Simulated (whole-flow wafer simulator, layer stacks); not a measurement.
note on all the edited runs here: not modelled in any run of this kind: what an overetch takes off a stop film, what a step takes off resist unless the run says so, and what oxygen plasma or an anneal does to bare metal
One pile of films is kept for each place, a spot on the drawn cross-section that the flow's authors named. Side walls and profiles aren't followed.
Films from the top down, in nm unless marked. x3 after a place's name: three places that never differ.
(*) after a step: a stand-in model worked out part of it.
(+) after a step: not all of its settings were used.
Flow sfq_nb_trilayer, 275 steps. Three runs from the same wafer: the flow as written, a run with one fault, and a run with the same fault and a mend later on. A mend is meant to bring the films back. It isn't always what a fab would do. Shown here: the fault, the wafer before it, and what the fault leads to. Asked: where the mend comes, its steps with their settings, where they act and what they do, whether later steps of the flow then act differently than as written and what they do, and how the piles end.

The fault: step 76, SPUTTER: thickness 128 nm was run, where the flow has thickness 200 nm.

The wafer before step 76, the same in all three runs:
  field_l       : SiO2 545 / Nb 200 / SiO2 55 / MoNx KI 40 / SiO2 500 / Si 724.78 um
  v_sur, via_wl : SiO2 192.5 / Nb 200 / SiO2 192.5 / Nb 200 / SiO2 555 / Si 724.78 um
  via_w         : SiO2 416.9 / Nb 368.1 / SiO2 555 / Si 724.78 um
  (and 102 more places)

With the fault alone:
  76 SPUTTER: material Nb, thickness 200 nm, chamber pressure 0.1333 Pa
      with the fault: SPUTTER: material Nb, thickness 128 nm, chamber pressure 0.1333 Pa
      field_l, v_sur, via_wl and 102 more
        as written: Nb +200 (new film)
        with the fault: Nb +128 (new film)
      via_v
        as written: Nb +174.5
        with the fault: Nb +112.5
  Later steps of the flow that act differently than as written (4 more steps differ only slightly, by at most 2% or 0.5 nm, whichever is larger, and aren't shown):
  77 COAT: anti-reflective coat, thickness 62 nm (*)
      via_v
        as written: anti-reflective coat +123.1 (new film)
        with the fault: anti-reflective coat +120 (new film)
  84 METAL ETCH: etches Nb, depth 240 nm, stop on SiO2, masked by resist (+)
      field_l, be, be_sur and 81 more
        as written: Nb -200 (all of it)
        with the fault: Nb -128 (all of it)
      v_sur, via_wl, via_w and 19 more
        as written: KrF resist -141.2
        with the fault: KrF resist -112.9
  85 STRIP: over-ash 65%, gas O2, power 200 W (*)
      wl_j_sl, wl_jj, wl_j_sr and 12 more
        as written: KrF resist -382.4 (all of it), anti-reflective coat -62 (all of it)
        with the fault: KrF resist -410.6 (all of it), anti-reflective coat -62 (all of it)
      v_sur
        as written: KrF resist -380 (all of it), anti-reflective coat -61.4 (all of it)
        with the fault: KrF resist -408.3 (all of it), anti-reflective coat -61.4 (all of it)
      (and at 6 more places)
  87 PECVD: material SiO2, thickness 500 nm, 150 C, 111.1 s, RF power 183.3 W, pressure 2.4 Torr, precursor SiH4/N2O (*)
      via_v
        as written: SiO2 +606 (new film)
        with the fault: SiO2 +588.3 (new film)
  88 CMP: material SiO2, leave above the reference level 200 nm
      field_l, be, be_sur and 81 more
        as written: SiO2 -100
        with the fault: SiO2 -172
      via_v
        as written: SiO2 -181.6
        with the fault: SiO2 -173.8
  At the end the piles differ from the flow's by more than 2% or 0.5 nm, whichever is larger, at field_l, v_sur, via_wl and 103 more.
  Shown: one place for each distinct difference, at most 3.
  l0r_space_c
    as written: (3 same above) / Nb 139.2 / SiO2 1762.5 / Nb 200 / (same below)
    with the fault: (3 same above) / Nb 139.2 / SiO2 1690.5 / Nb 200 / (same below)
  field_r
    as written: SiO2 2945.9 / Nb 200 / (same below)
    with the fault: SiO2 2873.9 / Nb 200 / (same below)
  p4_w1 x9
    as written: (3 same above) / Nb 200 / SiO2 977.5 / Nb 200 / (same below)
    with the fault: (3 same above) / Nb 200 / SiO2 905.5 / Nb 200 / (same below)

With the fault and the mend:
  The mend comes after step 82.
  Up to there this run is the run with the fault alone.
  82a STRIP: over-ash 65%, gas O2, power 200 W (*)
      p4_fl x3, p4_w1 x9, p4_g1 x2 and 48 more
        anti-reflective coat -62 (all of it)
      wl_j_sl, wl_jj, wl_j_sr and 12 more
        KrF resist -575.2 (all of it), anti-reflective coat -62 (all of it)
      moat, field_r, lsp_l and 6 more
        anti-reflective coat -61.8 (all of it)
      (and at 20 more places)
  82b SPUTTER: material Nb, thickness 72 nm, chamber pressure 0.1333 Pa (the flow's step 76 once more, with other settings)
      field_l, v_sur, via_wl and 102 more
        Nb +72
      via_v
        Nb +57.9
  82c COAT: anti-reflective coat, thickness 62 nm (*) (the flow's step 77 once more)
      p4_fl x3, p4_w1 x9, p4_g1 x2 and 63 more
        anti-reflective coat +62 (new film)
      moat, field_r, lsp_l and 6 more
        anti-reflective coat +61.8 (new film)
      be_r, r_sur, res, r_end
        anti-reflective coat +61.7 (new film)
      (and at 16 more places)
  82d COAT: KrF resist, thickness 600 nm (*) (the flow's step 78 once more)
      p4_fl x3, p4_w1 x9, p4_g1 x2 and 63 more
        KrF resist +600 (new film)
      field_r, lsp_l, ln_m5, l0v
        KrF resist +599.5 (new film)
      lsp_m, ln_m6, lsp_r, l0_sur
        KrF resist +599.6 (new film)
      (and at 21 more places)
  82e SOFTBAKE: KrF resist (the flow's step 79 once more)
      changes no film at any place that is followed
  82f EXPOSE: photomask M2, dose 12.11 mJ/cm2, NA 0.6, wavelength 248 nm (*) (the flow's step 80 once more)
      changes no film at any place that is followed
  82g PEB: KrF resist, 90 s (the flow's step 81 once more)
      field_l, v_sur, via_wl and 97 more
        KrF resist -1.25
      via_w, via_wr, via_sp, wire, be
        KrF resist -1.24
      via_v
        KrF resist -1.6
  82h DEVELOP: KrF resist, thickness 600 nm, 60 s (the flow's step 82 once more)
      p4_fl x3, p4_w1 x9, p4_g1 x2 and 48 more
        KrF resist -598.7 (all of it)
      v_sur, via_wl, via_w and 19 more
        KrF resist -23.5
      lsp_l, ln_m5, lsp_m, ln_m6, lsp_r, l0_sur, l0v
        KrF resist -598.3 (all of it)
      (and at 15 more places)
  No later step of the flow acts differently than as written, at any place that is followed, by more than 2% or 0.5 nm, whichever is larger.
  At the end the piles differ from the flow's only slightly at the places that both follow, by at most 2% or 0.5 nm, whichever is larger.
